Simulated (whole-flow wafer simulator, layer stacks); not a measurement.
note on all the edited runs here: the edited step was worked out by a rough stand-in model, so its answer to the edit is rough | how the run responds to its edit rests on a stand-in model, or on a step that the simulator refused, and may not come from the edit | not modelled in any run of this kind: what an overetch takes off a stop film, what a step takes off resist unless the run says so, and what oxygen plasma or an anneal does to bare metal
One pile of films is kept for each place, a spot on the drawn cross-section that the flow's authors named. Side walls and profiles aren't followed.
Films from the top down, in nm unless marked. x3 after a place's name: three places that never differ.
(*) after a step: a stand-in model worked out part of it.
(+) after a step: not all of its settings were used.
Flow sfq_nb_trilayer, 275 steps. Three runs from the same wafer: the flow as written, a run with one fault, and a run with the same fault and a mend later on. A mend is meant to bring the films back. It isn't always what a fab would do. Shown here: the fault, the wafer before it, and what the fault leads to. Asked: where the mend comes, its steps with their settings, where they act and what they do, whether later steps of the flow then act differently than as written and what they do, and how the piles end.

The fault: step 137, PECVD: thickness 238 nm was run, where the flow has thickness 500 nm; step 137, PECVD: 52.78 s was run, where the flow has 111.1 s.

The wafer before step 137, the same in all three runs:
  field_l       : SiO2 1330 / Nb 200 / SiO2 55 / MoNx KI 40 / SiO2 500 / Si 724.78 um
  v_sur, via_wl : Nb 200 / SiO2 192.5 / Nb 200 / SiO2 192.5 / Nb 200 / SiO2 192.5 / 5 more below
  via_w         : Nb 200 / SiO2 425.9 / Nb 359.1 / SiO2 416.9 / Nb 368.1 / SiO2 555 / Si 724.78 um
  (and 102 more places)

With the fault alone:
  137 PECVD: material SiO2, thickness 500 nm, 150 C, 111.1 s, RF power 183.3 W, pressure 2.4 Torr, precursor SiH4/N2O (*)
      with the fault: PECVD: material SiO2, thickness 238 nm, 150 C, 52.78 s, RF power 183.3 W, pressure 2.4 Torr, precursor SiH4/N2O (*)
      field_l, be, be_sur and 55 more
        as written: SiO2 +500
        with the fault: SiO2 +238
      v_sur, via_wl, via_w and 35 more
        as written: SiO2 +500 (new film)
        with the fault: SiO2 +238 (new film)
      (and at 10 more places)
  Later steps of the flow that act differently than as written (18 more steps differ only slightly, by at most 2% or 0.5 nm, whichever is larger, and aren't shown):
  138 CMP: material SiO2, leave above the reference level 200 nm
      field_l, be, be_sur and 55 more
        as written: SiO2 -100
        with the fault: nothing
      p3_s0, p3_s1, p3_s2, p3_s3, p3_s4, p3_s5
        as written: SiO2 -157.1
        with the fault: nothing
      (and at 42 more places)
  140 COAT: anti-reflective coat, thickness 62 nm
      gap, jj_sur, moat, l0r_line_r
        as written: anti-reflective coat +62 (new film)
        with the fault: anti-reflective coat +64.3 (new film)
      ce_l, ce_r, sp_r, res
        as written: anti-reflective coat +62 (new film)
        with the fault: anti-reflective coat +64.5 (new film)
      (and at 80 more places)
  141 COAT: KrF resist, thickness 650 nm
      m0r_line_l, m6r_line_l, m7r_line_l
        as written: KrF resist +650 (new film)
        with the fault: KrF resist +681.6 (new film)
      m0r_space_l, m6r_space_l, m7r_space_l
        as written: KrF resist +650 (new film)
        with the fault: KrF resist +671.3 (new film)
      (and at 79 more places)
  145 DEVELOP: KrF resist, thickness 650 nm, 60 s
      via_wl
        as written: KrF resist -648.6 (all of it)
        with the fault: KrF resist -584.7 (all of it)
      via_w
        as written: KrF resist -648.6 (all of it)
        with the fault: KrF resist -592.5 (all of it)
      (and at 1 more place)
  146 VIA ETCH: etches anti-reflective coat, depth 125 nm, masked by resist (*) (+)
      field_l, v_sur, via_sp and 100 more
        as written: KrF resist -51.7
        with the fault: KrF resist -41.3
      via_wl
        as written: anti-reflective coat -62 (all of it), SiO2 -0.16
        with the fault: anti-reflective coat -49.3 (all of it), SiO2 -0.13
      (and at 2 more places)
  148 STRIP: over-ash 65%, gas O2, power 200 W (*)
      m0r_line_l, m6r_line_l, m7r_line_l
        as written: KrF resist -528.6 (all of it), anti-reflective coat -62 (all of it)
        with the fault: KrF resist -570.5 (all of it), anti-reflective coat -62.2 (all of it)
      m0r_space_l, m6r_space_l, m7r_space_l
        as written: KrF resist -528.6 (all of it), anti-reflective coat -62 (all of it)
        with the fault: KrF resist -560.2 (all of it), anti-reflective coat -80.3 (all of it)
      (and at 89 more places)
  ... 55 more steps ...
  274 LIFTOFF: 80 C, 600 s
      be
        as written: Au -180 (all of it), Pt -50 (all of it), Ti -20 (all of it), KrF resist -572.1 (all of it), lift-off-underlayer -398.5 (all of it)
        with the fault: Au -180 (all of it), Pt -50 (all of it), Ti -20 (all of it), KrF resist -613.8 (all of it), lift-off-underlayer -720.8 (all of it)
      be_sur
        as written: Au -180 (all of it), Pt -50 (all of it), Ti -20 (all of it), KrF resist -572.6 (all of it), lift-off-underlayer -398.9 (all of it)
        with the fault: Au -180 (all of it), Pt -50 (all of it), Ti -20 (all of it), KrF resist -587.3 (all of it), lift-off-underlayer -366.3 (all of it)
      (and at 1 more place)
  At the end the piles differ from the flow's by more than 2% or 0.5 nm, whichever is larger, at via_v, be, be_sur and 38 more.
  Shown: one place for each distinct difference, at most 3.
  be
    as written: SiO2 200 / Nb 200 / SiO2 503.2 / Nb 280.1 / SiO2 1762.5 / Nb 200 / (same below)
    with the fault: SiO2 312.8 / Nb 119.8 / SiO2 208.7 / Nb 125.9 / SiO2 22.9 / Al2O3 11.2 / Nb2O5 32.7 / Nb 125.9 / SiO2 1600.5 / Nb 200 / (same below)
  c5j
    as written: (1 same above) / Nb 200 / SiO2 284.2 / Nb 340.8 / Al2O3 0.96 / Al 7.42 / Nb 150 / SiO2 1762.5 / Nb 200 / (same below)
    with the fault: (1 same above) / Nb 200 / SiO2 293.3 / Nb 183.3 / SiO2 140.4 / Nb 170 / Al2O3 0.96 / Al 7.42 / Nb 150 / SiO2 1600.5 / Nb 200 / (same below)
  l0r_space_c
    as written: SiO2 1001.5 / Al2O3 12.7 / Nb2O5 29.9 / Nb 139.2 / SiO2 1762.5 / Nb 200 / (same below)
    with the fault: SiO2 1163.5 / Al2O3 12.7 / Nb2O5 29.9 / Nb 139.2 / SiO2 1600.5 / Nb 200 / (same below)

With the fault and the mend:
  The mend comes after step 137.
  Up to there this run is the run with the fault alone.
  137a PECVD: material SiO2, thickness 262 nm, 150 C, 58.22 s, RF power 183.3 W, pressure 2.4 Torr, precursor SiH4/N2O (*) (the flow's step 137 once more, with other settings)
      field_l, v_sur, via_wl and 99 more
        SiO2 +262
      lsp_r, l0_sur, l0v
        SiO2 +258
      via_v
        SiO2 +272.6
  Later steps of the flow that act differently than as written:
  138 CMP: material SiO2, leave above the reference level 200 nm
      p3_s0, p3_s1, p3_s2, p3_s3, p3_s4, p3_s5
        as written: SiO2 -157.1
        with the mend: SiO2 -100
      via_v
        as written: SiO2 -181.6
        with the mend: SiO2 -44.2
  At the end the piles are the same as the flow's at every place that both follow.
